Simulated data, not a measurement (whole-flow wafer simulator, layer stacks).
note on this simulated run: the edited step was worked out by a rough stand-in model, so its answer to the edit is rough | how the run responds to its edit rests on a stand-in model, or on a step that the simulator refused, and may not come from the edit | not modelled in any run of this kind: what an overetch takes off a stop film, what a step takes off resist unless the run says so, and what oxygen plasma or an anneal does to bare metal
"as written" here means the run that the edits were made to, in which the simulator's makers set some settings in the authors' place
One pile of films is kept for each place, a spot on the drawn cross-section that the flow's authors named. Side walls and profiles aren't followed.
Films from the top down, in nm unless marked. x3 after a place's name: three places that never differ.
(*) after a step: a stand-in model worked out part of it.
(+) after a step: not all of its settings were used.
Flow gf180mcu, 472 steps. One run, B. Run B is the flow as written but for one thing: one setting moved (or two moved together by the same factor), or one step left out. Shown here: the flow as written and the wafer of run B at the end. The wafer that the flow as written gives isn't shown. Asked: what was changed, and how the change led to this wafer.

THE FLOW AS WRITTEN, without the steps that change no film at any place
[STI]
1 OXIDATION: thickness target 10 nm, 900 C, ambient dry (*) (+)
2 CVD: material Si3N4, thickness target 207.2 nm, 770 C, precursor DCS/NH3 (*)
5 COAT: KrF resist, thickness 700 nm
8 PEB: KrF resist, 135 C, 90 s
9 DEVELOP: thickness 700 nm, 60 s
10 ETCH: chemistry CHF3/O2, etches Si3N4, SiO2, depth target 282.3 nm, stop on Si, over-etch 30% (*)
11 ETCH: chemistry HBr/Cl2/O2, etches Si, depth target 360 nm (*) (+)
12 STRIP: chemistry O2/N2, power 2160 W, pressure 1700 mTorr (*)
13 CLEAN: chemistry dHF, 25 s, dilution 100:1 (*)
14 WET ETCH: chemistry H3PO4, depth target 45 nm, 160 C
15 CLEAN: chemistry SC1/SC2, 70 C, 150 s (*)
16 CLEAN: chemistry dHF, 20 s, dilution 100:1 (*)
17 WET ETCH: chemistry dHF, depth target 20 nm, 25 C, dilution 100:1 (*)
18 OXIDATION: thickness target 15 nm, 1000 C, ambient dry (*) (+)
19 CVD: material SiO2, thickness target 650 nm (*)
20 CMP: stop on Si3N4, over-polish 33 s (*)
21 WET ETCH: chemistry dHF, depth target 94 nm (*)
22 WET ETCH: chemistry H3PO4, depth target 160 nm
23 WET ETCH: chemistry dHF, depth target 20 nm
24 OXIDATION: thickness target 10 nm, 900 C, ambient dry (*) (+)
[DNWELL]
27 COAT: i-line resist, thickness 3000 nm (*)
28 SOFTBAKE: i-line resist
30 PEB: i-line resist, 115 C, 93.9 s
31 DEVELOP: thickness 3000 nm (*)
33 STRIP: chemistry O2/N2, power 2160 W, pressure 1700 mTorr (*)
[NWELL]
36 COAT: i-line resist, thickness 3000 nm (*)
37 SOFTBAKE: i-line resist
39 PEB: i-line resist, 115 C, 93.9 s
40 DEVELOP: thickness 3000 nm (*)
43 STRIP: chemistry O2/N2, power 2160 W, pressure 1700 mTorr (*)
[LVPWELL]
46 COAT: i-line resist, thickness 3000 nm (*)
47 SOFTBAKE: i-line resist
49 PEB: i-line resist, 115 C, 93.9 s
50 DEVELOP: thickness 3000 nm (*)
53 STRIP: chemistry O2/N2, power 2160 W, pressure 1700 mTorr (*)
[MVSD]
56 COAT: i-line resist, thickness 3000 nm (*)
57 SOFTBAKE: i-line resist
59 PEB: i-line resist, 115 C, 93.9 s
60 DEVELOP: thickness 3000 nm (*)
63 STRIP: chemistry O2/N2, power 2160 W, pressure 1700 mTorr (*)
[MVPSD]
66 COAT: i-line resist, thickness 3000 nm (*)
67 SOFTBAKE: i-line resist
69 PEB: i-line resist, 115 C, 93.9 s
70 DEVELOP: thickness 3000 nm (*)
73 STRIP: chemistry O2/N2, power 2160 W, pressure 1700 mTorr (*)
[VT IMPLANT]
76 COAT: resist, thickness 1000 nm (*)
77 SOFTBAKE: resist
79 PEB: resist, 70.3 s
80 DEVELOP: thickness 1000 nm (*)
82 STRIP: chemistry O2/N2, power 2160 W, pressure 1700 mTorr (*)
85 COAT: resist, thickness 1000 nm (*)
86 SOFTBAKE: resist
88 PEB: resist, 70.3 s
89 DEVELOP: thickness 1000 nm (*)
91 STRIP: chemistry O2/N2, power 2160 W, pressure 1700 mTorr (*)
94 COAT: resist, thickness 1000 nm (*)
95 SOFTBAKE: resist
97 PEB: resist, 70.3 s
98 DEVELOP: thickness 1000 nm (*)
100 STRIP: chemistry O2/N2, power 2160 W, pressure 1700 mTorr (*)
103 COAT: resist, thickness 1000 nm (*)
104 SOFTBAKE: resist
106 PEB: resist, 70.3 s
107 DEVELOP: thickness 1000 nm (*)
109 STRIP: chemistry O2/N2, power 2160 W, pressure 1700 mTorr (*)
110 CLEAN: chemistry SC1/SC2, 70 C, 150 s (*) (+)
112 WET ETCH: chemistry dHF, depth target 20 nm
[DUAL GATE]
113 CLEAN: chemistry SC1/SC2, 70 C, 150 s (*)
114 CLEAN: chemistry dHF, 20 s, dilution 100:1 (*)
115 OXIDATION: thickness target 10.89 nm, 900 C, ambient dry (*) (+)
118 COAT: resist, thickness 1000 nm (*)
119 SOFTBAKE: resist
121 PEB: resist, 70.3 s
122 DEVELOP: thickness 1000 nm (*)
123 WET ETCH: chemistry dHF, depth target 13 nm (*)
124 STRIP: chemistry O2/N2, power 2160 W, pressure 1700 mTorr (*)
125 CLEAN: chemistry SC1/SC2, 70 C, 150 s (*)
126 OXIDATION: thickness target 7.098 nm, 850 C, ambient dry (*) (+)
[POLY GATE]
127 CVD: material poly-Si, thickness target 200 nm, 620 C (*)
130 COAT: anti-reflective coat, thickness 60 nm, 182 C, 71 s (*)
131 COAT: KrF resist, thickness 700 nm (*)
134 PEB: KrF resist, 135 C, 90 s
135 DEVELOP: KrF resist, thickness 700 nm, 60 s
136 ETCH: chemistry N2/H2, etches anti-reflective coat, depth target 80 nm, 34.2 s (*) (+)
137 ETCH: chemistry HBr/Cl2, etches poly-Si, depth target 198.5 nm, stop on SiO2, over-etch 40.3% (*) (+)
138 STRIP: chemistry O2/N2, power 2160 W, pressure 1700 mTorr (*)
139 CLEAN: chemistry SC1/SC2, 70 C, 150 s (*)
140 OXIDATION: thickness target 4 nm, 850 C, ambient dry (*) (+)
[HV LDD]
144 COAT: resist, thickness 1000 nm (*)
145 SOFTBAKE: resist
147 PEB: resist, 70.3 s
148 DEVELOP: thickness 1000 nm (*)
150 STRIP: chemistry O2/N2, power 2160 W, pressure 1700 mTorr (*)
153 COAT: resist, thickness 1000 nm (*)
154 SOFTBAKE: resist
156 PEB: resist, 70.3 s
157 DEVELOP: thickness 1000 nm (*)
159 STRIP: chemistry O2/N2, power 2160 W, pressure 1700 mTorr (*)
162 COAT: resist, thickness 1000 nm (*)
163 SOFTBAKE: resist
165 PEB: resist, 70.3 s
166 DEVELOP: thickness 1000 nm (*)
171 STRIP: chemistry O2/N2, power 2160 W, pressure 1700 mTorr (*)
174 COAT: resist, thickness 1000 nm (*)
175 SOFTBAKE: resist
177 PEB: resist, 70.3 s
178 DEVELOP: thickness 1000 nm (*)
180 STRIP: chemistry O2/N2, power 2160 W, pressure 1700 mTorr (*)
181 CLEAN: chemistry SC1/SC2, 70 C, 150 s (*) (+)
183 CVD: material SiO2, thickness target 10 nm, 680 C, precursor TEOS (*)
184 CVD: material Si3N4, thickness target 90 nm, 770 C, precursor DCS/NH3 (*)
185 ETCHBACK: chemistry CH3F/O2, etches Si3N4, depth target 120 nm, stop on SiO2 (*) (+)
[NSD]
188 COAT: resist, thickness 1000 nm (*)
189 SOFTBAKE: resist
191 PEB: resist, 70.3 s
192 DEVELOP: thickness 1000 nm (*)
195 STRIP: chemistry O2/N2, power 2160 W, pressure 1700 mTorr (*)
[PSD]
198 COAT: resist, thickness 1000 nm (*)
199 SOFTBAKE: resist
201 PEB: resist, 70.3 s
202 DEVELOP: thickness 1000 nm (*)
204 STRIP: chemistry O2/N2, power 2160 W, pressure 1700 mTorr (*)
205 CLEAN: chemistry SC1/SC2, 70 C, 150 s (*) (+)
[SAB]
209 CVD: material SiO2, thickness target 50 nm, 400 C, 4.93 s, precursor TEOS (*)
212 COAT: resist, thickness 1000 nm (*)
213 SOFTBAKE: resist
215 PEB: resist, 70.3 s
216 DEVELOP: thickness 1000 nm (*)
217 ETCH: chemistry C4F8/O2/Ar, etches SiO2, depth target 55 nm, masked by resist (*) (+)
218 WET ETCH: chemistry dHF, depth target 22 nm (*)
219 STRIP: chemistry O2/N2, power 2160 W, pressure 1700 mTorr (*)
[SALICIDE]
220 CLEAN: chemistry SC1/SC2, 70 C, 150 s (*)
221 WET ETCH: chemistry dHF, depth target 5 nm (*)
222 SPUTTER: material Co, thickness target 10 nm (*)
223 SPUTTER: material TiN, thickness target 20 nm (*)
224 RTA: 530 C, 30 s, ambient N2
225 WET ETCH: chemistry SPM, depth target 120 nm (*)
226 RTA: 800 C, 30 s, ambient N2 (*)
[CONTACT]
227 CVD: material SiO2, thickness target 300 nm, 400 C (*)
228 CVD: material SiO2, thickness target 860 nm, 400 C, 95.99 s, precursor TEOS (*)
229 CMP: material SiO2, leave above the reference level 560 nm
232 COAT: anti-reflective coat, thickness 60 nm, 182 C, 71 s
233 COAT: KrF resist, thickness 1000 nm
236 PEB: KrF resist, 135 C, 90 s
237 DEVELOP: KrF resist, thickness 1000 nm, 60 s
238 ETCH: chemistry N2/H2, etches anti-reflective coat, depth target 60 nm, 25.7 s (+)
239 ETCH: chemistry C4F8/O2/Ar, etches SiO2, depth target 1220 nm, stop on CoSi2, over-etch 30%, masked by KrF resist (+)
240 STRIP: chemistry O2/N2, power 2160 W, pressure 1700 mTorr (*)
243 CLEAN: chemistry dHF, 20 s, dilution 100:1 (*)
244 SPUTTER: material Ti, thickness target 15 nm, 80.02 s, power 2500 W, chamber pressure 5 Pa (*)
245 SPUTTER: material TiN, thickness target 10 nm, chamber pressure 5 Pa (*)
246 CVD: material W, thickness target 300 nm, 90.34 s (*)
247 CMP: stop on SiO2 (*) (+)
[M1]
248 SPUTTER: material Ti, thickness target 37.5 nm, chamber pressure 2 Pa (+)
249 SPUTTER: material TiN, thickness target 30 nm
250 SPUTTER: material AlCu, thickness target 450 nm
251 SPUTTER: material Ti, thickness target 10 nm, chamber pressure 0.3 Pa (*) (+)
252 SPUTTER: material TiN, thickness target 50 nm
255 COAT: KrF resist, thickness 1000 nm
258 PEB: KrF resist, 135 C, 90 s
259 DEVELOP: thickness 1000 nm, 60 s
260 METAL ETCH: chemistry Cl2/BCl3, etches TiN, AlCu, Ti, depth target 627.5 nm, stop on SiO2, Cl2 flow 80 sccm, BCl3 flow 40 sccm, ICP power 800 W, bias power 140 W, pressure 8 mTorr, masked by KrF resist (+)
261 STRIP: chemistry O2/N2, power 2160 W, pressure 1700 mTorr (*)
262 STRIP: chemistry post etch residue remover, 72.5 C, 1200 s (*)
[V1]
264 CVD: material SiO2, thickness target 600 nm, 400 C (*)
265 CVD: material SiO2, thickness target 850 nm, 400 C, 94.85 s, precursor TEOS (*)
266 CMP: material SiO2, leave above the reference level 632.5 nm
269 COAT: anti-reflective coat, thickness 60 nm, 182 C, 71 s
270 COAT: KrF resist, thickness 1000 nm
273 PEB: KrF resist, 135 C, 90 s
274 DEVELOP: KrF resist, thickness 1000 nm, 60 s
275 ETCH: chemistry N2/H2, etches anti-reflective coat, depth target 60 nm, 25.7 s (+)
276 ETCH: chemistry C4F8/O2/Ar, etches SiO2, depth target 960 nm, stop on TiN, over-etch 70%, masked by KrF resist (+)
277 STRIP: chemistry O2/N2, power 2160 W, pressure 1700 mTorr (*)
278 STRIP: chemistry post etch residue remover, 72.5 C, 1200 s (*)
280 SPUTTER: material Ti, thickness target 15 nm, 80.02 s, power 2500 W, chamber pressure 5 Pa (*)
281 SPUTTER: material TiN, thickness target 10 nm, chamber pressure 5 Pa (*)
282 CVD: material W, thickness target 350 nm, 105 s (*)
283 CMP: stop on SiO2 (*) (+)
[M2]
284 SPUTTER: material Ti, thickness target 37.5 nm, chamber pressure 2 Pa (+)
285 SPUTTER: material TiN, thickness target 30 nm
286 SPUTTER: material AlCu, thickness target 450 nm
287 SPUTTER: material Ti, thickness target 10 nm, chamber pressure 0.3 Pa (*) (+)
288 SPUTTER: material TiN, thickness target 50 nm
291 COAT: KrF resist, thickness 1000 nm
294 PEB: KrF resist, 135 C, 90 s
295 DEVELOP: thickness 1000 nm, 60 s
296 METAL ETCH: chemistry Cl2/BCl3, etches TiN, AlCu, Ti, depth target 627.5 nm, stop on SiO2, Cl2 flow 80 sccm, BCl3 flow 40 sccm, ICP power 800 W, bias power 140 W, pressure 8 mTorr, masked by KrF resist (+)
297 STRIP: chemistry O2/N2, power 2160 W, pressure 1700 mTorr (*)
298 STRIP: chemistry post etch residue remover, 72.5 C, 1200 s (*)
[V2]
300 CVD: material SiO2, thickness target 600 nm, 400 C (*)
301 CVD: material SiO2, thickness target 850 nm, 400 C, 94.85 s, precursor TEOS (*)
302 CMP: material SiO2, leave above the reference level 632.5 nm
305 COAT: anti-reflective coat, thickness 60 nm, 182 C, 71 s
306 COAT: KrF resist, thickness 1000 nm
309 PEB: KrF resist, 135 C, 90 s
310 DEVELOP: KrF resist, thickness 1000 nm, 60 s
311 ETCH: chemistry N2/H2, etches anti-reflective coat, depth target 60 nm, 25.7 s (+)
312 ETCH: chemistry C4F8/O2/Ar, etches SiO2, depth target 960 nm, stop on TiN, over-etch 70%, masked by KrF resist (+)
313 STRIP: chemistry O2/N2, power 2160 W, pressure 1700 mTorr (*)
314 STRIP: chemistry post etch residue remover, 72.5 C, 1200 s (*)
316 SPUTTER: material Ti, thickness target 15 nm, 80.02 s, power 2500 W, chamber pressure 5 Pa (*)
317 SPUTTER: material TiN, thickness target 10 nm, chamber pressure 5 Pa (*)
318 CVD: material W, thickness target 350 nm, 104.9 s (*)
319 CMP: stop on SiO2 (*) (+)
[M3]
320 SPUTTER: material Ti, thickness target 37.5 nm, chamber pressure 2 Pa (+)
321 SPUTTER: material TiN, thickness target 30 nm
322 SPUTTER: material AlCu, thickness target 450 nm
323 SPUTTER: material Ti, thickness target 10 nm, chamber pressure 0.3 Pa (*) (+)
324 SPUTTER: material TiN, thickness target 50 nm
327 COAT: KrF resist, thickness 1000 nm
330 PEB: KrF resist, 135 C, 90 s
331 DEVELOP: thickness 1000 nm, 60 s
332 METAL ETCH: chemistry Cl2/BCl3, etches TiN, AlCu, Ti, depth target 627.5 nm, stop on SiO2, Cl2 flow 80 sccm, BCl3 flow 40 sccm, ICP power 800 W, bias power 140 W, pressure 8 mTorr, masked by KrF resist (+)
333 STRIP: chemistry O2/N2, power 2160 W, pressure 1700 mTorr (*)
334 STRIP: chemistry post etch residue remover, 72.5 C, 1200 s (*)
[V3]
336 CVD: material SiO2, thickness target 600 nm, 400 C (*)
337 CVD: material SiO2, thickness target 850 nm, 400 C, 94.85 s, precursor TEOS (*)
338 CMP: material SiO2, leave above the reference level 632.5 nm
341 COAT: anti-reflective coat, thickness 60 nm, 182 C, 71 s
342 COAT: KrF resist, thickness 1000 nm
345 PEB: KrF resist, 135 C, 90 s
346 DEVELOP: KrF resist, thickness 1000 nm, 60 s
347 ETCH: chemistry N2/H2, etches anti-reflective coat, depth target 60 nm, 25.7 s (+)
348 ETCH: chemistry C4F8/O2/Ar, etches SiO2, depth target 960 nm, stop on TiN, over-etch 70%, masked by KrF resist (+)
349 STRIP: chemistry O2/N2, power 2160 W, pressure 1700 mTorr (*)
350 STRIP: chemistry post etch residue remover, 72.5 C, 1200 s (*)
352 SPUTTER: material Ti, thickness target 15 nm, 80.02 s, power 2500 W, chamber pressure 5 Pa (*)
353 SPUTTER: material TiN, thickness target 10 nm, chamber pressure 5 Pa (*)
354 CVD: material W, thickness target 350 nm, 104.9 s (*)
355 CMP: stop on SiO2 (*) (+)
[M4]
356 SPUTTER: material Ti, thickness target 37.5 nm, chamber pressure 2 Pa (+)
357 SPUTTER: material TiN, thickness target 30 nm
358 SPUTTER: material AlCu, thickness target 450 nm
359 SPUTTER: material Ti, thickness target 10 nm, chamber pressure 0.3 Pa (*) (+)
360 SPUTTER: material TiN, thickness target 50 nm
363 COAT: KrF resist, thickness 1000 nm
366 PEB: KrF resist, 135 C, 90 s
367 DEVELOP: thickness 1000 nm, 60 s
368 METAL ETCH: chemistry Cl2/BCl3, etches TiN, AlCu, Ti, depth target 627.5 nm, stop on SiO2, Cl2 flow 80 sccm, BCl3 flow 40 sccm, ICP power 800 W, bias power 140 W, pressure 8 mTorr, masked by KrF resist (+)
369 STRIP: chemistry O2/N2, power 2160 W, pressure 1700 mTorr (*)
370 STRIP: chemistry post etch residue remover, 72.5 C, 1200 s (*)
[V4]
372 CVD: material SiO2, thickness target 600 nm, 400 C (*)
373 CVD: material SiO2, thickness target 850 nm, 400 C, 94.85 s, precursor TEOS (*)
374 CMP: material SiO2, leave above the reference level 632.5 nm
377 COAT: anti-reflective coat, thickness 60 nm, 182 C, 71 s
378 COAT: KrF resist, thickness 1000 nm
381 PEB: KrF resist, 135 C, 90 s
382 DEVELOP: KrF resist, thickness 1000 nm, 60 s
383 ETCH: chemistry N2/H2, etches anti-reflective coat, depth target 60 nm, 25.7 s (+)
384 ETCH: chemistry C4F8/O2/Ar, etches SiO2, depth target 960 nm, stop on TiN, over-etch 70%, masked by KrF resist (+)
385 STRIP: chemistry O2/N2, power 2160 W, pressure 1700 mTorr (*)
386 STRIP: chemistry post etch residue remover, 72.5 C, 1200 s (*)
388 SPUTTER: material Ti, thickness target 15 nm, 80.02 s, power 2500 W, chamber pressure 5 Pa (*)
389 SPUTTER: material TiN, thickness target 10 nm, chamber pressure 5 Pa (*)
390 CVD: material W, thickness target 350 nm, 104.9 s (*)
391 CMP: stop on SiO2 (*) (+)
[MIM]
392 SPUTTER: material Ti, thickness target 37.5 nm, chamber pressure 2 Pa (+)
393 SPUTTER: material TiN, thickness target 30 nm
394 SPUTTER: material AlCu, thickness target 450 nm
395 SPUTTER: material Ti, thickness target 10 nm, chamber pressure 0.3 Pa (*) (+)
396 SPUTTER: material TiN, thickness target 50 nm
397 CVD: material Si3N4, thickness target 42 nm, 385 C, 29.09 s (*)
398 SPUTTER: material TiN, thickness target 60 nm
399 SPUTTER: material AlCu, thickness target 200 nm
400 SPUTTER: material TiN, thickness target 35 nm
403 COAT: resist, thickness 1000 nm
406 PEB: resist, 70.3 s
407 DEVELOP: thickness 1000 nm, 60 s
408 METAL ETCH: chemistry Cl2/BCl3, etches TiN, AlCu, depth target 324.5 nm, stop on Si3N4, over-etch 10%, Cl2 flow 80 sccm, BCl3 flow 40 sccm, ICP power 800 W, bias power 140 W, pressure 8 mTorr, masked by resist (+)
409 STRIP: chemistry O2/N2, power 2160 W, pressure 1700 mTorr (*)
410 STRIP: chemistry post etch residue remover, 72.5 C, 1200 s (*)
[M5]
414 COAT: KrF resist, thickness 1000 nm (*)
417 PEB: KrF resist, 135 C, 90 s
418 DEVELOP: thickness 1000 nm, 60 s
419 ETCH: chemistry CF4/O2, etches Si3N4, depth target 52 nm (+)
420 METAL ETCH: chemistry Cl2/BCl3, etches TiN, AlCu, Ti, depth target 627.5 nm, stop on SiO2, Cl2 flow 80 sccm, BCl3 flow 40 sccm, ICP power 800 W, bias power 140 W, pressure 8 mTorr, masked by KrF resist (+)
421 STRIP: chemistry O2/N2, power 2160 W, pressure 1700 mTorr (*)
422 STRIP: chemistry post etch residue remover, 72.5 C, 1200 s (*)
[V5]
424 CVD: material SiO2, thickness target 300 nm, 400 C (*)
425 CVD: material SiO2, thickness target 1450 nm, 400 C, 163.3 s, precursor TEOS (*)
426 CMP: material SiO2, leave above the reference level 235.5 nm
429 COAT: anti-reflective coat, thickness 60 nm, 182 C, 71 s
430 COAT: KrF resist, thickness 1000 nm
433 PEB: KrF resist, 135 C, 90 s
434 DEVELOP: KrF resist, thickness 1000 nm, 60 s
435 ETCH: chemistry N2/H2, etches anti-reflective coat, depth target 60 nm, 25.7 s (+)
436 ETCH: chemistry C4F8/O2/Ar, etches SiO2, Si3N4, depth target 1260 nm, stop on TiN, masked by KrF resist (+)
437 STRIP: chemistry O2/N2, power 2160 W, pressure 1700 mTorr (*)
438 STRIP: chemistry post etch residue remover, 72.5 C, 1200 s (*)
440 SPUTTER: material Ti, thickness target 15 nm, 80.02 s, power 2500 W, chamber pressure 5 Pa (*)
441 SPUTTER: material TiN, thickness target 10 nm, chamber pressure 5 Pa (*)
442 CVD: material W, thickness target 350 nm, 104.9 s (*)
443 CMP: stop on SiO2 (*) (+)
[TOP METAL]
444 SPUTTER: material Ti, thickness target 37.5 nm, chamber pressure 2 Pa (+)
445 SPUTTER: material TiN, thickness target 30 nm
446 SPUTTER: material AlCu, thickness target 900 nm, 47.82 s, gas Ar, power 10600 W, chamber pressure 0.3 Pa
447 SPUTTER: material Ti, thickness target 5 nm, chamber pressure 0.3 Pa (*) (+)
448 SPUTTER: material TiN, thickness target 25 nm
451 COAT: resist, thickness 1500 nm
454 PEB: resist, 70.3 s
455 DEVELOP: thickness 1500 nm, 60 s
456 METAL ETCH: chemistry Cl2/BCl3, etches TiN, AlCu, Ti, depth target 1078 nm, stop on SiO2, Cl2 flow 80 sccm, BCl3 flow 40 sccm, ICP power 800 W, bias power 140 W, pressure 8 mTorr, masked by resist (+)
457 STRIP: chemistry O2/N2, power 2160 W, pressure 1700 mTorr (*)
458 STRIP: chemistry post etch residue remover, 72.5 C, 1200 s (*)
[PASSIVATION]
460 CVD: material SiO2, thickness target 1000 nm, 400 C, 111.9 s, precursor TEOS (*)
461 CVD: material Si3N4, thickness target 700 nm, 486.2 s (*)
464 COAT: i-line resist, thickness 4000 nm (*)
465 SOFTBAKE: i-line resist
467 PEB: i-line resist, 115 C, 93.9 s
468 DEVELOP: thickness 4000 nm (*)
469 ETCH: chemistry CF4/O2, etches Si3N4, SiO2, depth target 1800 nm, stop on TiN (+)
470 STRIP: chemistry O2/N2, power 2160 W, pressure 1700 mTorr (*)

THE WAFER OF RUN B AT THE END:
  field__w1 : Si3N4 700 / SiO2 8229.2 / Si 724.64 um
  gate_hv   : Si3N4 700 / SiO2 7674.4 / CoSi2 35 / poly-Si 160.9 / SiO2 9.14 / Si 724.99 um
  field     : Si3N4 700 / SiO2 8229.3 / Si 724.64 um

The cause: step 115, OXIDATION: 832 C was run, where the flow has 900 C.

How the change led to this, step by step:
  115 OXIDATION: thickness target 10.89 nm, 900 C, ambient dry (*) (+)
      active, n_well, p_well and 40 more: SiO2 +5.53 (new film), Si -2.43 (as written it would be: SiO2 +10.9 (new film), Si -4.79)
      sti, mim_1p0, pad and 21 more: SiO2 +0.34, Si -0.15 (as written it would be: SiO2 +1.22, Si -0.54)
      (and at 25 more places)
  123 WET ETCH: chemistry dHF, depth target 13 nm (*)
      active, n_well, p_well and 12 more: SiO2 -5.53 (all of it) (as written it would be: SiO2 -10.9 (all of it))
  130 COAT: anti-reflective coat, thickness 60 nm, 182 C, 71 s (*)
      p_well, spacer, sd_n: anti-reflective coat +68 (new film) (as written it would be: anti-reflective coat +70.9 (new film))
      ldn_fp, ldp_fp: anti-reflective coat +47.3 (new film) (as written it would be: anti-reflective coat +48.5 (new film))
      (and at 22 more places)
  136 ETCH: chemistry N2/H2, etches anti-reflective coat, depth target 80 nm, 34.2 s (*) (+)
      p_well, spacer, sd_n: anti-reflective coat -68 (all of it), poly-Si -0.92 (as written it would be: anti-reflective coat -70.9 (all of it), poly-Si -0.85)
      ldn_dft, ldp_dft: anti-reflective coat -47.6 (all of it), poly-Si -1.45 (as written it would be: anti-reflective coat -48.7 (all of it), poly-Si -1.42)
      (and at 15 more places)
  138 STRIP: chemistry O2/N2, power 2160 W, pressure 1700 mTorr (*)
      gate: chemical SiO2 +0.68 (new film), KrF resist -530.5 (all of it), anti-reflective coat -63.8 (all of it), poly-Si -0.3 (as written it would be: chemical SiO2 +0.68 (new film), KrF resist -531.7 (all of it), anti-reflective coat -65.5 (all of it), poly-Si -0.3)
      gate_p: chemical SiO2 +0.68 (new film), KrF resist -529.6 (all of it), anti-reflective coat -64.5 (all of it), poly-Si -0.3 (as written it would be: chemical SiO2 +0.68 (new film), KrF resist -530.6 (all of it), anti-reflective coat -65.9 (all of it), poly-Si -0.3)
      (and at 5 more places)
  145 SOFTBAKE: resist
      active_nat: resist +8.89 (as written it would be: resist +4.68)
  154 SOFTBAKE: resist
      active_nat: resist +8.89 (as written it would be: resist +4.68)
  163 SOFTBAKE: resist
      active_nat: resist +8.89 (as written it would be: resist +4.68)
  175 SOFTBAKE: resist
      active_nat: resist +8.89 (as written it would be: resist +4.68)
  189 SOFTBAKE: resist
      active_hv: resist -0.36 (as written it would be: resist +2.68)
  199 SOFTBAKE: resist
      active_hv: resist -0.36 (as written it would be: resist +2.68)
  218 WET ETCH: chemistry dHF, depth target 22 nm (*)
      ldn_tap, ldn_src, ldn_drn, ldp_tap, ldp_src, ldp_drn, ldp_gr: SiO2 -10.9 (all of it) (as written it would be: SiO2 -16 (all of it))
      ld_drn_n, ld_sd_p: SiO2 -9.76 (all of it) (as written it would be: SiO2 -14.8 (all of it))
      (and at 5 more places)
  223 SPUTTER: material TiN, thickness target 20 nm (*)
      field__w12: TiN +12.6 (new film) (as written it would be: TiN +12 (new film))
  225 WET ETCH: chemistry SPM, depth target 120 nm (*)
      field__w12: TiN -12.6 (all of it), Co -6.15 (all of it) (as written it would be: TiN -12 (all of it), Co -6.15 (all of it))
